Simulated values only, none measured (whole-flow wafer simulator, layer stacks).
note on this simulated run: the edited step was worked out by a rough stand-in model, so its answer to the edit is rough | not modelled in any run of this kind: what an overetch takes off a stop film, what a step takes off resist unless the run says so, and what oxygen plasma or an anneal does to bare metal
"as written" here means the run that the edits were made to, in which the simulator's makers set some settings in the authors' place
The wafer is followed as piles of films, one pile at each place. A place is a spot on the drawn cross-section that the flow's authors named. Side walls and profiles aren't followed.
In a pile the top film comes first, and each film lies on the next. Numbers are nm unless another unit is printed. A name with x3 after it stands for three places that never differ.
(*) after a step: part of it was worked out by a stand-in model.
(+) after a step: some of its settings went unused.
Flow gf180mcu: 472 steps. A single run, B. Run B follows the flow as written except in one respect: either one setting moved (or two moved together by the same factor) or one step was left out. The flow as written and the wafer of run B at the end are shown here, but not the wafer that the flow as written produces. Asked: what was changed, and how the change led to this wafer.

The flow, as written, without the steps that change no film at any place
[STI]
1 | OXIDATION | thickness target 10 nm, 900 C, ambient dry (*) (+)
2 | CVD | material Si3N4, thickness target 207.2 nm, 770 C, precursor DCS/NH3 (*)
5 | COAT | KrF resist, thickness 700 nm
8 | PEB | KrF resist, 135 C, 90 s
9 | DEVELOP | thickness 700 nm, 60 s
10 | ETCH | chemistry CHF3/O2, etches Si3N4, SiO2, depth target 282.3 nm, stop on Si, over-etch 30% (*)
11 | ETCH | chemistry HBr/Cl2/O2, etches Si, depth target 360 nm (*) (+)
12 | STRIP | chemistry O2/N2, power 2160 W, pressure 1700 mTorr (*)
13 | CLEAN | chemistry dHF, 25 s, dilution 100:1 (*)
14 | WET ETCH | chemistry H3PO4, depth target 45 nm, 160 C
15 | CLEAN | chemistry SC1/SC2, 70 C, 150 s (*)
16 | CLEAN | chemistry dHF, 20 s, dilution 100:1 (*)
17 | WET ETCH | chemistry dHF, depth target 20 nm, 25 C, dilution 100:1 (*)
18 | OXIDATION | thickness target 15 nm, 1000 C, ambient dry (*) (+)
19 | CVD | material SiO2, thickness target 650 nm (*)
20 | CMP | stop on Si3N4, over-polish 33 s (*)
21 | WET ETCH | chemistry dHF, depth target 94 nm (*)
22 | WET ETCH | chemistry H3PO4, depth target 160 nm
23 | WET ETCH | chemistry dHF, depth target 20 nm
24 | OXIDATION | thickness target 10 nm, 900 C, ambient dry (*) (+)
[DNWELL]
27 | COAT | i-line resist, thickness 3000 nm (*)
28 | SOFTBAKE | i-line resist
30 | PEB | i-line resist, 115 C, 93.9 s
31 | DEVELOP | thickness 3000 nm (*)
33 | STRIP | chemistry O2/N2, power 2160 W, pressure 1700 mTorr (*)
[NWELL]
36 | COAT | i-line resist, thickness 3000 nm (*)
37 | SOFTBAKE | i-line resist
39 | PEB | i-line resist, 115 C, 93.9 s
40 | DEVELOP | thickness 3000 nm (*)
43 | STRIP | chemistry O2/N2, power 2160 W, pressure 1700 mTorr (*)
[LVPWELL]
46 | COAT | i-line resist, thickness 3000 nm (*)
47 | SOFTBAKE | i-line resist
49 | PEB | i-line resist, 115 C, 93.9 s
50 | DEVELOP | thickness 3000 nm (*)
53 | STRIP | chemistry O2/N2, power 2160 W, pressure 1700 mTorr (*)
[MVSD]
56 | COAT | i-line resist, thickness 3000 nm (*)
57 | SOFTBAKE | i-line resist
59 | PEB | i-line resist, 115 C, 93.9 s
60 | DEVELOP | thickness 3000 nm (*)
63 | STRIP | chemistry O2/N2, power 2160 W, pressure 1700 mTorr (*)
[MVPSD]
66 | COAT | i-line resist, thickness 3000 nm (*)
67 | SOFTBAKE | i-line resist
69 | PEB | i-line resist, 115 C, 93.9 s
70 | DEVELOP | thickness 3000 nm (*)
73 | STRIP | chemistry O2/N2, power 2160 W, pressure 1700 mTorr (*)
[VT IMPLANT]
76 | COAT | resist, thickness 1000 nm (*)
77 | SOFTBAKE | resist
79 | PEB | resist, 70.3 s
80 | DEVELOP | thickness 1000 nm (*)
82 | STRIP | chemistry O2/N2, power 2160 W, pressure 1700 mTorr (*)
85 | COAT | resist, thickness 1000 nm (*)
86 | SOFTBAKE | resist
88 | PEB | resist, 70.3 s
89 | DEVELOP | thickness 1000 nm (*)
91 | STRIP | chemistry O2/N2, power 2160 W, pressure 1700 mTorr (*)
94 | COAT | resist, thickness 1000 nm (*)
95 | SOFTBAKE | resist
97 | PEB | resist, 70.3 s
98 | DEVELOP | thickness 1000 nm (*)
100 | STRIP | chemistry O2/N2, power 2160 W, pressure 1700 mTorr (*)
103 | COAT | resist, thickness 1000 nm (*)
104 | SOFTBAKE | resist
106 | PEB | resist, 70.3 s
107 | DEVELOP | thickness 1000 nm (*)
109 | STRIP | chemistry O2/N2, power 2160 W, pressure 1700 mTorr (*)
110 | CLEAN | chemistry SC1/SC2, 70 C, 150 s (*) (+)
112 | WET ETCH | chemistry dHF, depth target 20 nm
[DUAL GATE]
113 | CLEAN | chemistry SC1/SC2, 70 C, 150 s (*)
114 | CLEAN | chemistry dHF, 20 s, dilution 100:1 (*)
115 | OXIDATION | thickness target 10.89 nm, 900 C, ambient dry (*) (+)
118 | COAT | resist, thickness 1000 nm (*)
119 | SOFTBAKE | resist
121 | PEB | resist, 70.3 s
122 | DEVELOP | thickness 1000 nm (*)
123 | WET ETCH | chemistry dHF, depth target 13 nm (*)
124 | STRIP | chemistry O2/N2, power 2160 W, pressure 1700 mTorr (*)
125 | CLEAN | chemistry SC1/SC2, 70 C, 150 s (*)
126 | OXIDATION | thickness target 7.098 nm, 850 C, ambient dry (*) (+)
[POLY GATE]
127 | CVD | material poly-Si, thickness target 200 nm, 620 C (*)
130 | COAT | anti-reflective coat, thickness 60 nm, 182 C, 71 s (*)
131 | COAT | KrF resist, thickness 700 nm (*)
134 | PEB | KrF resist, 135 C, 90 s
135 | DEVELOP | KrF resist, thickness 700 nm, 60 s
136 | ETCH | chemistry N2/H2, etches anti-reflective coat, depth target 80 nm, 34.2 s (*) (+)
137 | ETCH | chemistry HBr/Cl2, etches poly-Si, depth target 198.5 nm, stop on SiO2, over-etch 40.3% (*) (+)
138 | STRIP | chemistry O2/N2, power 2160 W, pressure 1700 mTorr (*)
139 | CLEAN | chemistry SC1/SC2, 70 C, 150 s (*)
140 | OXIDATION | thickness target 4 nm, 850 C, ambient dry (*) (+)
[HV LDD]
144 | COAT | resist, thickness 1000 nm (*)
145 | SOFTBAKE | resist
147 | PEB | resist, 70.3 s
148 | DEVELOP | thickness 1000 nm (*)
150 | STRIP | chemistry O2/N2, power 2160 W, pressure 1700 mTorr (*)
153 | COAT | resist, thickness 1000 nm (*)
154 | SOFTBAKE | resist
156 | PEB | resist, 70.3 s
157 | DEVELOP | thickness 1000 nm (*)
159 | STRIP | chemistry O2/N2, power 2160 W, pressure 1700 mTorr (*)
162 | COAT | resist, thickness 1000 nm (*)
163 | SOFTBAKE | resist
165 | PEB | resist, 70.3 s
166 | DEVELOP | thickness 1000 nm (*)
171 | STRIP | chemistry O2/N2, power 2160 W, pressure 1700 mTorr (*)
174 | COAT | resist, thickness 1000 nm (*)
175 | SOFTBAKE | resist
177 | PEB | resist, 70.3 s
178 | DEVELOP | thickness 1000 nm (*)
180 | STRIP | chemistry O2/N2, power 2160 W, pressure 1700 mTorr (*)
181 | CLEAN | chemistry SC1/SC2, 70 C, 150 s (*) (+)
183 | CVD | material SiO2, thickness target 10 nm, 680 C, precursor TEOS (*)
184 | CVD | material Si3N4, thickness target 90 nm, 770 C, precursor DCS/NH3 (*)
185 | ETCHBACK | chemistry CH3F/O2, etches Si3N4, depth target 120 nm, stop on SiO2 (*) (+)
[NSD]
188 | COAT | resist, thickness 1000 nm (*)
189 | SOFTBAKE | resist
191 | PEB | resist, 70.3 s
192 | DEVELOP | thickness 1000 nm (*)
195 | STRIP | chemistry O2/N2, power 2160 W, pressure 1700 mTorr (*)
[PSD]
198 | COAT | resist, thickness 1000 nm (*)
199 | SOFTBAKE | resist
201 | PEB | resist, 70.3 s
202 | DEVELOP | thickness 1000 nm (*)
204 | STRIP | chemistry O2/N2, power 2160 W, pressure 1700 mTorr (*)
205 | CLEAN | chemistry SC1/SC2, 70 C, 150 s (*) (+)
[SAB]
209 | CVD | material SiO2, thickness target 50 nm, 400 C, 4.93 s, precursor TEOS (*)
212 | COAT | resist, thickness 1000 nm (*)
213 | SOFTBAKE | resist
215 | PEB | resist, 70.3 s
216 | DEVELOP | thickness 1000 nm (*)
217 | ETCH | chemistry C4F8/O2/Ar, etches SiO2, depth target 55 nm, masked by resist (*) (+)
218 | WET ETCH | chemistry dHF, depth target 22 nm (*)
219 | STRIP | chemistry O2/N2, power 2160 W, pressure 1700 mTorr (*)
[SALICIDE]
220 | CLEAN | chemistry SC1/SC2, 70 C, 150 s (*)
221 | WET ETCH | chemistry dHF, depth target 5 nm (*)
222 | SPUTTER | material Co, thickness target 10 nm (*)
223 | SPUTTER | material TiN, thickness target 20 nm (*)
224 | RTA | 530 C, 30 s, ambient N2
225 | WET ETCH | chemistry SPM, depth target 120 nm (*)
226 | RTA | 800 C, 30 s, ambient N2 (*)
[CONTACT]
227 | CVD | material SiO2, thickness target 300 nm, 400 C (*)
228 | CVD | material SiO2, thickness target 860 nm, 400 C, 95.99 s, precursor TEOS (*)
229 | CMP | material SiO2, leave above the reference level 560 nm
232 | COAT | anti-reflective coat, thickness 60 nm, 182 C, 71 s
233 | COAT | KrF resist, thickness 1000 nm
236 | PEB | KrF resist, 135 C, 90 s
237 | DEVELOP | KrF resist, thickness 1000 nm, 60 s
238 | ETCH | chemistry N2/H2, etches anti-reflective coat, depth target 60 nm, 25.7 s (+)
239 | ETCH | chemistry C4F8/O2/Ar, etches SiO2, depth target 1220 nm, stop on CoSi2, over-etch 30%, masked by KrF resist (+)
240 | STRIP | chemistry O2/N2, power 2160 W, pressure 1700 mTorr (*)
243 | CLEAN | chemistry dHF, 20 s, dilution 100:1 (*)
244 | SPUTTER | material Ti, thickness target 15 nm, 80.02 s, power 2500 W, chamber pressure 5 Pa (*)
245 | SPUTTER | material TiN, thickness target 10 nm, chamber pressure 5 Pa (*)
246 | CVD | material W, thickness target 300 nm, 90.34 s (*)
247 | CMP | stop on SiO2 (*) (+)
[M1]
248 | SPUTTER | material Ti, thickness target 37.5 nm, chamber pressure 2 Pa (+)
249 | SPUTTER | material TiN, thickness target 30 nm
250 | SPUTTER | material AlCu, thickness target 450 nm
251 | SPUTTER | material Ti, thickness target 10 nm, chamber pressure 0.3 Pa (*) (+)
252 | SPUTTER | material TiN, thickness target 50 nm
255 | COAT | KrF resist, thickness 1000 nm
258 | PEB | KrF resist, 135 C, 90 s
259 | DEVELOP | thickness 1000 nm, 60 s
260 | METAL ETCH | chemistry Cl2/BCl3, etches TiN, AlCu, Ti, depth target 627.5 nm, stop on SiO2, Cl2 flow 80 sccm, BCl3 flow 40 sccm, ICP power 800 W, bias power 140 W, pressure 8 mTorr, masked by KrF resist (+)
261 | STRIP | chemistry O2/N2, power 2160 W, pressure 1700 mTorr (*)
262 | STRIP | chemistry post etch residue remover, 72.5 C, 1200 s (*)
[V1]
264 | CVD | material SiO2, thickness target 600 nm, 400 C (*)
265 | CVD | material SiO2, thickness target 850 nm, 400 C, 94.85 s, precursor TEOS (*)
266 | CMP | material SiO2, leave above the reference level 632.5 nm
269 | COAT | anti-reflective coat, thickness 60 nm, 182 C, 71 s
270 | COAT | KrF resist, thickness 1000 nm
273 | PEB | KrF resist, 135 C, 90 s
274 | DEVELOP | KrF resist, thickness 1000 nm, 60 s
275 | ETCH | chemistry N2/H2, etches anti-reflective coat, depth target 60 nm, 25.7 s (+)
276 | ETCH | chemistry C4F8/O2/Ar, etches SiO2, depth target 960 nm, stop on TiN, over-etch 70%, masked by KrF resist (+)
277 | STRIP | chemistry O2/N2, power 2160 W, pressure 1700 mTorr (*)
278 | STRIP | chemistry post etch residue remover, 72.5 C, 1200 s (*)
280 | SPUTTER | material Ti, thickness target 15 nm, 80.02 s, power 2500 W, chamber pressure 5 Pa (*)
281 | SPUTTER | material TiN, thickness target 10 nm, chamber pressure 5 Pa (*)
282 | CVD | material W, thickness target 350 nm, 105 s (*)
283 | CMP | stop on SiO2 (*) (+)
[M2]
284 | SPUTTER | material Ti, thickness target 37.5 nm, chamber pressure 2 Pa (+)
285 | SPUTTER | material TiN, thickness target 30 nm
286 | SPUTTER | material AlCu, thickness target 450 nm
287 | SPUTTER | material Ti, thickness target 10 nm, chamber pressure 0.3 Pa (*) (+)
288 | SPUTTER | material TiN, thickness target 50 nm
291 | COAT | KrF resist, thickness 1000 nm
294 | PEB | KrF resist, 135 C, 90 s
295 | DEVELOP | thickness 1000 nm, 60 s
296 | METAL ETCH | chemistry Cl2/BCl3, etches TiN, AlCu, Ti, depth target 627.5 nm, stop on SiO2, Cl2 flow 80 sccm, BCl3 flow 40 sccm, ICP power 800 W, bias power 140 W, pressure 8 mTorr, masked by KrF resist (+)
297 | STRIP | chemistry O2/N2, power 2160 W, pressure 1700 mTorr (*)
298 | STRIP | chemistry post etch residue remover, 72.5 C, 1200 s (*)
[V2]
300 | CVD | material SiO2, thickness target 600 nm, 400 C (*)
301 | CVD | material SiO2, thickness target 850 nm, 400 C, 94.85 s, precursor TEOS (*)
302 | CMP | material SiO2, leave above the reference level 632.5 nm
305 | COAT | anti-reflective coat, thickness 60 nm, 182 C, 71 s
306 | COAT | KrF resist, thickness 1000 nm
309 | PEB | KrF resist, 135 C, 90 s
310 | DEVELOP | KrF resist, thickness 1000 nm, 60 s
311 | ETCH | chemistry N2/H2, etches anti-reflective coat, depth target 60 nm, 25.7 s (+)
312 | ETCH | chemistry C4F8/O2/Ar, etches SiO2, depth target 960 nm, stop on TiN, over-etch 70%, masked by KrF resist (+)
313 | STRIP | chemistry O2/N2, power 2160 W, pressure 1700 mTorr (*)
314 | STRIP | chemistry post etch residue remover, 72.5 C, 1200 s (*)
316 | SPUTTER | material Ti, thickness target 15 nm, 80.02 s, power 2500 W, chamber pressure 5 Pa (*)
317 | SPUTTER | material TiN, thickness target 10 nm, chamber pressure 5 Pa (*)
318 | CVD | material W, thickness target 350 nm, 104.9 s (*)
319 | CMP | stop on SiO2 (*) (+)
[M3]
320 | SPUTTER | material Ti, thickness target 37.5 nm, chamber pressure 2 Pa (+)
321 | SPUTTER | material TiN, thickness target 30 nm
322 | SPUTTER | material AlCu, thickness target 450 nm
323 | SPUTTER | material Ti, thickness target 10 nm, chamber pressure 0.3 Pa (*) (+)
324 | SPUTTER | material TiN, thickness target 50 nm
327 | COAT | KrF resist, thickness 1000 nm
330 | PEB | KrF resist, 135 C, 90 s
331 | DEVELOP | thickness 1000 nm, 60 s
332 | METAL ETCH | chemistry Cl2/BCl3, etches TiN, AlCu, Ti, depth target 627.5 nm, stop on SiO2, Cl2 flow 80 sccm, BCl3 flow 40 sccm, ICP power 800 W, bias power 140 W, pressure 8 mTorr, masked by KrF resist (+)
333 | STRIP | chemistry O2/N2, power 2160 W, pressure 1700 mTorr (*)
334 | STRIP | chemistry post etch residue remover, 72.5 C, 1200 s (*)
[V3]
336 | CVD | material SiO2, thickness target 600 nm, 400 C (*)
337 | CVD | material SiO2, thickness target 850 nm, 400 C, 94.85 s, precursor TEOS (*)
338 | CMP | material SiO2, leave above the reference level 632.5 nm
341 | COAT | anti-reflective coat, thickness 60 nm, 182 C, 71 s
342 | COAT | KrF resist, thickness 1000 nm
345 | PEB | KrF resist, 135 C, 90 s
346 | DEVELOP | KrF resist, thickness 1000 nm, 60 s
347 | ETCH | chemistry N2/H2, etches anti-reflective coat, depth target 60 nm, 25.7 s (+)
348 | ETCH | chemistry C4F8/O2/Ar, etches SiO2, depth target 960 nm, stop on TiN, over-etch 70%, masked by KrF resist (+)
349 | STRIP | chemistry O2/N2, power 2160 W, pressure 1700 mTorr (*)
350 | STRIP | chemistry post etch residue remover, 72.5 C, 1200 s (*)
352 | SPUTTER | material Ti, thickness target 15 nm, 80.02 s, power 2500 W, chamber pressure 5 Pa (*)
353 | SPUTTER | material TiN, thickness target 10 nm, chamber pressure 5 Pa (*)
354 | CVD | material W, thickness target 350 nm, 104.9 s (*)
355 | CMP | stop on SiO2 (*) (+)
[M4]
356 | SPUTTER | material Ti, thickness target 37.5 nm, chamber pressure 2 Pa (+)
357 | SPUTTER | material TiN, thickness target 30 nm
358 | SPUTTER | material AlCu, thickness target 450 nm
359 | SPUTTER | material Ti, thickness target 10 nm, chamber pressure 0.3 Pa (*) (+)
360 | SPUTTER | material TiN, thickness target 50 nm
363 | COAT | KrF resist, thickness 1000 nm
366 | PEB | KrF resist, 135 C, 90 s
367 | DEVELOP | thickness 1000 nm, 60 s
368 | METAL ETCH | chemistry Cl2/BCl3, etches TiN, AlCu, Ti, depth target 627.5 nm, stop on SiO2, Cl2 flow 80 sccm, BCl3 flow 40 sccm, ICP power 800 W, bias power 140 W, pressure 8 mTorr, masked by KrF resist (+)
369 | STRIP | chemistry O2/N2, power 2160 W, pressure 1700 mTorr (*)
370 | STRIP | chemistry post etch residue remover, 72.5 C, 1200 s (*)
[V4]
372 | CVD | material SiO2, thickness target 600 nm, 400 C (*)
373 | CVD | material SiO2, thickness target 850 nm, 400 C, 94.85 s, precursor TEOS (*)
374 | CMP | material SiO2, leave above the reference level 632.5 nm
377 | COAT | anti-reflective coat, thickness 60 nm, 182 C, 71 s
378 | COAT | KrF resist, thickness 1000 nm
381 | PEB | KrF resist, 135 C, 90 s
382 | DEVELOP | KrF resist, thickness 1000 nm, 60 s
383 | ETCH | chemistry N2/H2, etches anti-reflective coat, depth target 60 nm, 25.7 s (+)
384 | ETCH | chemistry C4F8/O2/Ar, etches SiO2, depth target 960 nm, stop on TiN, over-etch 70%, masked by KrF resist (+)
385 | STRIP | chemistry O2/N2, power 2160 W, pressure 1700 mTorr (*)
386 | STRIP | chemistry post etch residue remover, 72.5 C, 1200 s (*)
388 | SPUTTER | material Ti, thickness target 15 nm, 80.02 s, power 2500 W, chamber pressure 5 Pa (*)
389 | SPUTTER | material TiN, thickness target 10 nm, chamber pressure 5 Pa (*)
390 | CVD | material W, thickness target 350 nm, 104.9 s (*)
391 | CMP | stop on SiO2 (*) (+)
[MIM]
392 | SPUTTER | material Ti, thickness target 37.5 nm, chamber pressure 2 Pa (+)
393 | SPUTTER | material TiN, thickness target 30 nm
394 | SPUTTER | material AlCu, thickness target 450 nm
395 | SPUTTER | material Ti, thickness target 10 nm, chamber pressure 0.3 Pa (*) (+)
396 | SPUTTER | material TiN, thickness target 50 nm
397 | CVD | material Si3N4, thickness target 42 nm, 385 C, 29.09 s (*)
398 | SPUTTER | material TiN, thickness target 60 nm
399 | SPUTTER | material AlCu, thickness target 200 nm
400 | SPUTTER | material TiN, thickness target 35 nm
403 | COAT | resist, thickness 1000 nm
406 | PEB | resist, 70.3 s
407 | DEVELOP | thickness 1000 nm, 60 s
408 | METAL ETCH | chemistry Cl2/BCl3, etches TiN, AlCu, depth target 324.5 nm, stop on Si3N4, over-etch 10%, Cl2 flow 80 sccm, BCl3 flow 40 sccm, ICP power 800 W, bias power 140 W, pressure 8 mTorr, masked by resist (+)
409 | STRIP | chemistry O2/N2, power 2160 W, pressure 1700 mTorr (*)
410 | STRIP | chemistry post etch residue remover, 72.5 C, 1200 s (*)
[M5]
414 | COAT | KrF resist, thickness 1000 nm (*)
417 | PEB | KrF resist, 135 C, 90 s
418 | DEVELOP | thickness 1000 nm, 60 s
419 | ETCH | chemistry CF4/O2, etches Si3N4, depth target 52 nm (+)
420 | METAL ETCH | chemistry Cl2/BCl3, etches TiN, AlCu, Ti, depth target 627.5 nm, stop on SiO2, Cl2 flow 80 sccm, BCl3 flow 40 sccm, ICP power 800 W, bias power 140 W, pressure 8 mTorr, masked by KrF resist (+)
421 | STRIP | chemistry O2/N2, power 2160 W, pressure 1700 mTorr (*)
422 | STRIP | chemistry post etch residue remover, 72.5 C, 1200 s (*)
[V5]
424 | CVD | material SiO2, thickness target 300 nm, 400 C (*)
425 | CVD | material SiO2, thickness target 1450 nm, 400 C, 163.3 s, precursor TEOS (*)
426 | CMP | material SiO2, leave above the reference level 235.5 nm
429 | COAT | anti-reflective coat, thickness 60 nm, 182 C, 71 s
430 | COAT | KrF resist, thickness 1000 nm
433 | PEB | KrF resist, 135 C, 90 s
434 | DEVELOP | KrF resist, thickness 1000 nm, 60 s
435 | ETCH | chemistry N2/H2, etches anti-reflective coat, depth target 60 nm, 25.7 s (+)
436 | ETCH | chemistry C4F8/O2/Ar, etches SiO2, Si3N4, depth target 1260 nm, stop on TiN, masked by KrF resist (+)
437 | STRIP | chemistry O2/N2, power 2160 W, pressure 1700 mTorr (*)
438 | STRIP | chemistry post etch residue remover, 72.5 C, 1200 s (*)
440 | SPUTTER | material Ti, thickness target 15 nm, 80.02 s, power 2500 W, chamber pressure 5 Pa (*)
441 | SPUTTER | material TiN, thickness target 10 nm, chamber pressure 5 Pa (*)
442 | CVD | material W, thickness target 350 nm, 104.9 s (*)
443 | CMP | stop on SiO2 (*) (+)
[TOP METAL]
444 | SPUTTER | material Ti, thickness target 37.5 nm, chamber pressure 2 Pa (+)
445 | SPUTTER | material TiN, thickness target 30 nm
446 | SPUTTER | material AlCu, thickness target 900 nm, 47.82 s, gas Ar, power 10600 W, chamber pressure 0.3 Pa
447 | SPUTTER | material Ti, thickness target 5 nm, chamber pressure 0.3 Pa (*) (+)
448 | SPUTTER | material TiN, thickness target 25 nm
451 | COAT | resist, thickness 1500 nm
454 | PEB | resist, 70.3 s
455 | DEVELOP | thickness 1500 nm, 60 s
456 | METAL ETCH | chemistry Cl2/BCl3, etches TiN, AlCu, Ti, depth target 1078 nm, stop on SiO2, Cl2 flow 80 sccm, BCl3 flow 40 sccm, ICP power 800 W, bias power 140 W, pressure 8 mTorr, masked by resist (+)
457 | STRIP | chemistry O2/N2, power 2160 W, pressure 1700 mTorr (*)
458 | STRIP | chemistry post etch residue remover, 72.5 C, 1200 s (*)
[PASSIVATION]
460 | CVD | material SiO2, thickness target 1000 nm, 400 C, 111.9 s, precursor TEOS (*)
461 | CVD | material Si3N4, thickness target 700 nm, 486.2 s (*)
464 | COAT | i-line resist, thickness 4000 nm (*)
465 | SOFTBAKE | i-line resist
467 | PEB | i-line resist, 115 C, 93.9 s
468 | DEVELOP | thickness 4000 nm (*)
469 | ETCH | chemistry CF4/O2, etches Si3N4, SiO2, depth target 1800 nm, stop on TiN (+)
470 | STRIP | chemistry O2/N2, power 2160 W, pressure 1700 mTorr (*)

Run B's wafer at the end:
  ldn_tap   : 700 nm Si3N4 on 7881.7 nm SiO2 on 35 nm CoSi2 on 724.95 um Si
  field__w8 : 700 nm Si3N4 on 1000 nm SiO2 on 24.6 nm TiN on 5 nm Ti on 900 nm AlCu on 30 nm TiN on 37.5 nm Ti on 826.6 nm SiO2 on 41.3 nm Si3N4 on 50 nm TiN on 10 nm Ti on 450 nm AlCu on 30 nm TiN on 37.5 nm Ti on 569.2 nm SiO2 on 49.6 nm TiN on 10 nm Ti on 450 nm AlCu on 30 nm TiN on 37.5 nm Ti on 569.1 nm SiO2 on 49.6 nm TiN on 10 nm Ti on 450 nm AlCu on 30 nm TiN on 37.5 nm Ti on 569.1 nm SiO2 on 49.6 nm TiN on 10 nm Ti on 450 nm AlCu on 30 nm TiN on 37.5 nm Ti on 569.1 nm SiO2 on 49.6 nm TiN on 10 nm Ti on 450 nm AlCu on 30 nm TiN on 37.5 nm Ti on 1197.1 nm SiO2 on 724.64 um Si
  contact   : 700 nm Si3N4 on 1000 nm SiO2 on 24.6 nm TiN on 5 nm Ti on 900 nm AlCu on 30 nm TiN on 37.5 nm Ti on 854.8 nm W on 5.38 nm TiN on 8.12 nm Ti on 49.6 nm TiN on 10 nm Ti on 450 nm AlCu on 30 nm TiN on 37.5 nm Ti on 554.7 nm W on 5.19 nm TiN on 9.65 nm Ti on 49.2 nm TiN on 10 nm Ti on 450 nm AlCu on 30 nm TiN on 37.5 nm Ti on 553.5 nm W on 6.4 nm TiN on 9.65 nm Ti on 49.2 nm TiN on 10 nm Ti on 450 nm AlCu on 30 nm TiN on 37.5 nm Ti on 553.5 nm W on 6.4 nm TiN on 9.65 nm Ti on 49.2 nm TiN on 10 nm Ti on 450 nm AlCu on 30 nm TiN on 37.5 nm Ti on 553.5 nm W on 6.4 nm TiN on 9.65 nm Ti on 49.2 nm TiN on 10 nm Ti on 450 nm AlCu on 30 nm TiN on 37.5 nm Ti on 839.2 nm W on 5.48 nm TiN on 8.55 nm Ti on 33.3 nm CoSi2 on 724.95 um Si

Cause: step 389, SPUTTER: thickness target 8.1 nm was run, though the flow has thickness target 10 nm.

How this came from the change, step by step:
  389 | SPUTTER | material TiN, thickness target 10 nm, chamber pressure 5 Pa (*)
      field, field__w1, field__w2 and 107 more: TiN gains 8.1 (new film) (as written it would have been: TiN gains 10 (new film))
      contact: TiN gains 5.19 (new film) (as written it would have been: TiN gains 6.4 (new film))
  391 | CMP | stop on SiO2 (*) (+)
      field, field__w1, field__w2 and 107 more: W loses 350 (all of it), TiN loses 8.1 (all of it), Ti loses 15 (all of it), SiO2 loses 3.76 (as written it would have been: W loses 350 (all of it), TiN loses 10 (all of it), Ti loses 15 (all of it), SiO2 loses 3.78)
